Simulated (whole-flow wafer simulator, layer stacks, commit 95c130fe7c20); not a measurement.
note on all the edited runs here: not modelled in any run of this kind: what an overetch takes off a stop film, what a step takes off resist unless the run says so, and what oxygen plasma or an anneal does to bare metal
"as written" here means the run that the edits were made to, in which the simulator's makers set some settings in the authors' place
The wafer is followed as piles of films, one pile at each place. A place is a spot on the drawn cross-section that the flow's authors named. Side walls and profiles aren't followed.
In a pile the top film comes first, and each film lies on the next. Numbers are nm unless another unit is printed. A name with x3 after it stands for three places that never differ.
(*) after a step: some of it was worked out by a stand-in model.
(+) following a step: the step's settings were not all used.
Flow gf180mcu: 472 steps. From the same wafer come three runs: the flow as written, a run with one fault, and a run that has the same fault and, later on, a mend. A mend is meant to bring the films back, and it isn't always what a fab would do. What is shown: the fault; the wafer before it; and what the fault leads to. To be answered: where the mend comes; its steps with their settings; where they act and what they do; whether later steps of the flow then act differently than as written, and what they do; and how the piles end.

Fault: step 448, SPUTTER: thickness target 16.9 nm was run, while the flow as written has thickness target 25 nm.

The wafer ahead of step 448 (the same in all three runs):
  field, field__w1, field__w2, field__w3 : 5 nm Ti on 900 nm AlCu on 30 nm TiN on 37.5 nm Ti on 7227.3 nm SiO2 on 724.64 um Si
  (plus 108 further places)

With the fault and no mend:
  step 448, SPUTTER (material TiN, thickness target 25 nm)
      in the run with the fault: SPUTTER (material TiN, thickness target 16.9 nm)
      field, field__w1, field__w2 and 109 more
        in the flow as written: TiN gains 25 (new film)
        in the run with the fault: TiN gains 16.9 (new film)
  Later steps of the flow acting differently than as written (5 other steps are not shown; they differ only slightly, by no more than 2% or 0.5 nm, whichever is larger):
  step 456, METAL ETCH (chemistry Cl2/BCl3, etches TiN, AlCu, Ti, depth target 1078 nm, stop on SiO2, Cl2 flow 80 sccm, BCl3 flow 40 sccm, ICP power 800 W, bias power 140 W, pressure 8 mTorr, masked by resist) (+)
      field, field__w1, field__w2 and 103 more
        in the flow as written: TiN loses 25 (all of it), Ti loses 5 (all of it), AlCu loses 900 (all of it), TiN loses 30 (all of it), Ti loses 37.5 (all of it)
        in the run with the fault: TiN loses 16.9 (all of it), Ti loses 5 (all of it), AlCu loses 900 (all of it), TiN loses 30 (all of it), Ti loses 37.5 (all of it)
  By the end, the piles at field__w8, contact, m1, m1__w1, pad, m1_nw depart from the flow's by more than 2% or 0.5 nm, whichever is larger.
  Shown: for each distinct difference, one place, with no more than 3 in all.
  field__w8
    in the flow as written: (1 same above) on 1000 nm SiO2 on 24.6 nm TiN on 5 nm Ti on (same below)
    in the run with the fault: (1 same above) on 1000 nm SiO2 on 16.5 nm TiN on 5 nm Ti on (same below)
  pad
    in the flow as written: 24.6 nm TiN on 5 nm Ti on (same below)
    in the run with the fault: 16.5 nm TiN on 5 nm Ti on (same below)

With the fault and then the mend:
  The mend follows step 455.
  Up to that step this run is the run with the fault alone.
  step 455a, STRIP (chemistry O2/N2, power 2160 W, pressure 1700 mTorr) (*)
      field__w8, contact, m1, m1__w1, pad, m1_nw
        resist loses 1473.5 (all of it)
  step 455b, SPUTTER (material TiN, thickness target 8.1 nm) (a further turn of the flow's step 448, with different settings)
      field, field__w1, field__w2 and 109 more
        TiN gains 8.1
  step 455c, HMDS (120 C, 60 s) (a further turn of the flow's step 450)
      alters no film at any place that is followed
  step 455d, COAT (resist, thickness 1500 nm) (a further turn of the flow's step 451)
      field, field__w1, field__w2 and 109 more
        resist gains 1500 (new film)
  step 455e, SOFTBAKE (resist) (a further turn of the flow's step 452)
      alters no film at any place that is followed
  step 455f, EXPOSE (photomask MetalTop) (a further turn of the flow's step 453)
      alters no film at any place that is followed
  step 455g, PEB (resist, 70.3 s) (a further turn of the flow's step 454)
      field, field__w1, field__w2 and 109 more
        resist loses 26.5
  step 455h, DEVELOP (thickness 1500 nm, 60 s) (a further turn of the flow's step 455)
      field, field__w1, field__w2 and 103 more
        resist loses 1473.5 (all of it)
  Every later step of the flow that is run acts as written at every place that is followed.
  At every place that both follow, the piles at the end match the flow's.
